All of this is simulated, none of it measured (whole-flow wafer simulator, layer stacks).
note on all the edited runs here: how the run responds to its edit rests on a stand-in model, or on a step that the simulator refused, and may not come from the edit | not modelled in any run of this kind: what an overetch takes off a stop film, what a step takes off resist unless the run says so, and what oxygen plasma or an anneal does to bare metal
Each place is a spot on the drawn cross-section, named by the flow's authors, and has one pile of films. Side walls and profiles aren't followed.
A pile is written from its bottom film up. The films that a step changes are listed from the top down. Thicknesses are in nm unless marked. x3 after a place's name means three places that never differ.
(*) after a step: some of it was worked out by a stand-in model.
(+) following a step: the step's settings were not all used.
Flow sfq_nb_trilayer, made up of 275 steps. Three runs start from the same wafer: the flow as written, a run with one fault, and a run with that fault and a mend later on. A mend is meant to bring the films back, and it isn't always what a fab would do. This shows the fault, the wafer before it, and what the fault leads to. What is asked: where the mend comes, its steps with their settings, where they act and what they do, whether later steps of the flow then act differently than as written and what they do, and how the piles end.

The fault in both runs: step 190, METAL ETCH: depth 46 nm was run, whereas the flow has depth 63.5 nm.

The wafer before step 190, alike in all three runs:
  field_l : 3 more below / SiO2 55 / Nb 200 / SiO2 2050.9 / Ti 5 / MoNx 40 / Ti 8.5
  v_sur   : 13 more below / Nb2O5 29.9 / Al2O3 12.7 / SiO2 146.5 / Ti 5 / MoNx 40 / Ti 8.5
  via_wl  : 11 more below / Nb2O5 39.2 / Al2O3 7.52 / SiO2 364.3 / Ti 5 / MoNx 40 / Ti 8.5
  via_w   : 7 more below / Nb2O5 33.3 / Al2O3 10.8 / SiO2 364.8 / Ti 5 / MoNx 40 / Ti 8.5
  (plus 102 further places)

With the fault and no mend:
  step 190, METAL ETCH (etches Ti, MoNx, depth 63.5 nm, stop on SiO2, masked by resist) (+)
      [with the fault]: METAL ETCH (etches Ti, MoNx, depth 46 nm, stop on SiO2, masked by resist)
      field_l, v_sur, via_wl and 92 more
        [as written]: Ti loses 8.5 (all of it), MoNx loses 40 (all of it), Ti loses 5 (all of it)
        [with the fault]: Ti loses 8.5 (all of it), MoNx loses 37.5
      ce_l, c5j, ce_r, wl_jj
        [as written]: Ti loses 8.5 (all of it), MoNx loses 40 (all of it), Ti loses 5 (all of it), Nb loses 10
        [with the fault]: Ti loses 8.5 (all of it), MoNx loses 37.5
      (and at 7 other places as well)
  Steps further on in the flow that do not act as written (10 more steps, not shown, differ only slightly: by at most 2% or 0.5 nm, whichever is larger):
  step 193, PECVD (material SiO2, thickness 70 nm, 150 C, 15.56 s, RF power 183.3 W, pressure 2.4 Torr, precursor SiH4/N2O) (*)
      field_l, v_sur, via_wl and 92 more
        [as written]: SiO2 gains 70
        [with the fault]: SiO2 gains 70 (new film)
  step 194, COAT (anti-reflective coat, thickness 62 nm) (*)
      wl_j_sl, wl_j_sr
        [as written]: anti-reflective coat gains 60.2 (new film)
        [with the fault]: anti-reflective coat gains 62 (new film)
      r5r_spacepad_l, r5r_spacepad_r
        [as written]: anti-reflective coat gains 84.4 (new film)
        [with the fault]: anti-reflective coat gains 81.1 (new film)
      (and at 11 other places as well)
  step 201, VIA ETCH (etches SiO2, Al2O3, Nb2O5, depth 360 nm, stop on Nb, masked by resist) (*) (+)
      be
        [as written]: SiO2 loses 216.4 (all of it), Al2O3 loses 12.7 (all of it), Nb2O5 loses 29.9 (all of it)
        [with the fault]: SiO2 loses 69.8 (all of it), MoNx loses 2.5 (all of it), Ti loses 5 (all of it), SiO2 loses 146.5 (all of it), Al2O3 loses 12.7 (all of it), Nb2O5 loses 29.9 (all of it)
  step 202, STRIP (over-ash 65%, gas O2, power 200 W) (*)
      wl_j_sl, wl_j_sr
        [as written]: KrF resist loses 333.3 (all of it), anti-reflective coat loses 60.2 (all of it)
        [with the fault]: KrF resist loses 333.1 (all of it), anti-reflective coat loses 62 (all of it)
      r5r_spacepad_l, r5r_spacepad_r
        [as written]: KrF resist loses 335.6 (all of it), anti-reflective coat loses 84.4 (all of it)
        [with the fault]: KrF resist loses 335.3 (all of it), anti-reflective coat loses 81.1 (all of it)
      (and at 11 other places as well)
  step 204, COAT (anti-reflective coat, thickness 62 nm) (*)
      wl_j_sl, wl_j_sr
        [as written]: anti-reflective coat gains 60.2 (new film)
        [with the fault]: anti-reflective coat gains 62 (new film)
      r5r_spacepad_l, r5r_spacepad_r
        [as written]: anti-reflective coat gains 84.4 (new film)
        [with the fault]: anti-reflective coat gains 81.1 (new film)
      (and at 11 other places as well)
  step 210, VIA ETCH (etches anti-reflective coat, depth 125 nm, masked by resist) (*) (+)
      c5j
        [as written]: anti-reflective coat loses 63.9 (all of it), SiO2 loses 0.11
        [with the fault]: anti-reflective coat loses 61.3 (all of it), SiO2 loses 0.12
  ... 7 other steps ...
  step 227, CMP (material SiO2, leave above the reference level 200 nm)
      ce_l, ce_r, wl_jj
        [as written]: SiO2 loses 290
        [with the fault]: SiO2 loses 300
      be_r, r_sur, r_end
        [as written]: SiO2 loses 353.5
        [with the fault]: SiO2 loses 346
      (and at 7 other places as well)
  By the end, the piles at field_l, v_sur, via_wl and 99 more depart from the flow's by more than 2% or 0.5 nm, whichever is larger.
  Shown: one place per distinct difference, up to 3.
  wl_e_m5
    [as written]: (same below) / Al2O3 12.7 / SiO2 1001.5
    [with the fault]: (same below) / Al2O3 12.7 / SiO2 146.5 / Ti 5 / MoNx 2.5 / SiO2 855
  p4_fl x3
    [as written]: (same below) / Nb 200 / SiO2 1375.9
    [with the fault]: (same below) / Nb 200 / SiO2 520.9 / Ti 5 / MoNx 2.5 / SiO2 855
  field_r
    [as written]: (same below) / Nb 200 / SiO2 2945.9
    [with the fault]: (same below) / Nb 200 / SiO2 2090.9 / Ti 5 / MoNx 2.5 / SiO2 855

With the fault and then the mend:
  After step 191 comes the mend.
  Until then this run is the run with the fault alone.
  step 191a, COAT (anti-reflective coat, thickness 62 nm) (*) (the flow's step 183 again)
      p4_fl x3, p4_w1 x9, p4_g1 x2 and 57 more
        anti-reflective coat gains 62 (new film)
      field_l, v_sur, via_wl, via_w, via_wr, via_sp, l0v
        anti-reflective coat gains 62.2 (new film)
      via_v, wire, be, ln_m6, lsp_r, l0_sur
        anti-reflective coat gains 62.3 (new film)
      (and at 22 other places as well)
  step 191b, COAT (KrF resist, thickness 600 nm) (*) (the flow's step 184 again)
      p4_fl x3, p4_w1 x9, p4_g1 x2 and 57 more
        KrF resist gains 600 (new film)
      field_l, v_sur, via_wl
        KrF resist gains 600.5 (new film)
      via_sp, l0_sur, l0v
        KrF resist gains 600.7 (new film)
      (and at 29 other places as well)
  step 191c, SOFTBAKE (KrF resist) (the flow's step 185 again)
      leaves every film unchanged at each place that is followed
  step 191d, EXPOSE (photomask R5, dose 12.12 mJ/cm2, NA 0.6, wavelength 248 nm) (*) (the flow's step 186 again)
      leaves every film unchanged at each place that is followed
  step 191e, PEB (KrF resist, 90 s) (the flow's step 187 again)
      field_l, v_sur, via_wl and 75 more
        KrF resist loses 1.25
      via_v, wire, be and 15 more
        KrF resist loses 1.26
      c5j, ce_r, r5r_space_c
        KrF resist loses 1.27
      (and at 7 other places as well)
  step 191f, DEVELOP (KrF resist, thickness 600 nm, 60 s) (the flow's step 188 again)
      p4_fl x3, p4_w1 x9, p4_g1 x2 and 57 more
        KrF resist loses 598.7 (all of it)
      be_r, r_sur, res, r_end, r5r_line_l, r5r_line_c, r5r_line_r
        KrF resist loses 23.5
      v_sur, via_wl, via_w
        KrF resist loses 599.3 (all of it)
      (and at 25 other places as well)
  step 191g, METAL ETCH (etches anti-reflective coat, depth 125 nm, masked by resist) (*) (+) (the flow's step 189 again)
      p4_fl x3, p4_w1 x9, p4_g1 x2 and 57 more
        anti-reflective coat loses 62 (all of it)
      field_l, v_sur, via_wl, via_w, via_wr, via_sp, l0v
        anti-reflective coat loses 62.2 (all of it)
      be_r, r_sur, res, r_end, r5r_line_l, r5r_line_c, r5r_line_r
        KrF resist loses 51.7
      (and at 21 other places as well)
  step 191h, METAL ETCH (etches Ti, MoNx, depth 17.5 nm, stop on SiO2, masked by resist) (+) (the flow's step 190 again, with other settings)
      field_l, v_sur, via_wl and 92 more
        MoNx loses 2.5 (all of it), Ti loses 5 (all of it)
      be_r, r_sur, res, r_end, r5r_line_l, r5r_line_c, r5r_line_r
        KrF resist loses 7
      ce_l, c5j, ce_r, wl_jj
        MoNx loses 2.5 (all of it), Ti loses 5 (all of it), Nb loses 10
  step 191i, STRIP (over-ash 65%, gas O2, power 200 W) (*) (the flow's step 191 again)
      r5r_line_c, r5r_line_r
        KrF resist loses 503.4 (all of it), anti-reflective coat loses 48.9 (all of it)
      be_r
        KrF resist loses 497.5 (all of it), anti-reflective coat loses 54.3 (all of it)
      r_sur
        KrF resist loses 497.5 (all of it), anti-reflective coat loses 57.9 (all of it)
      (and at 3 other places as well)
  Every later step of the flow that is run acts as written at every place that is followed.
  By the end, the piles equal the flow's at every place that both follow.
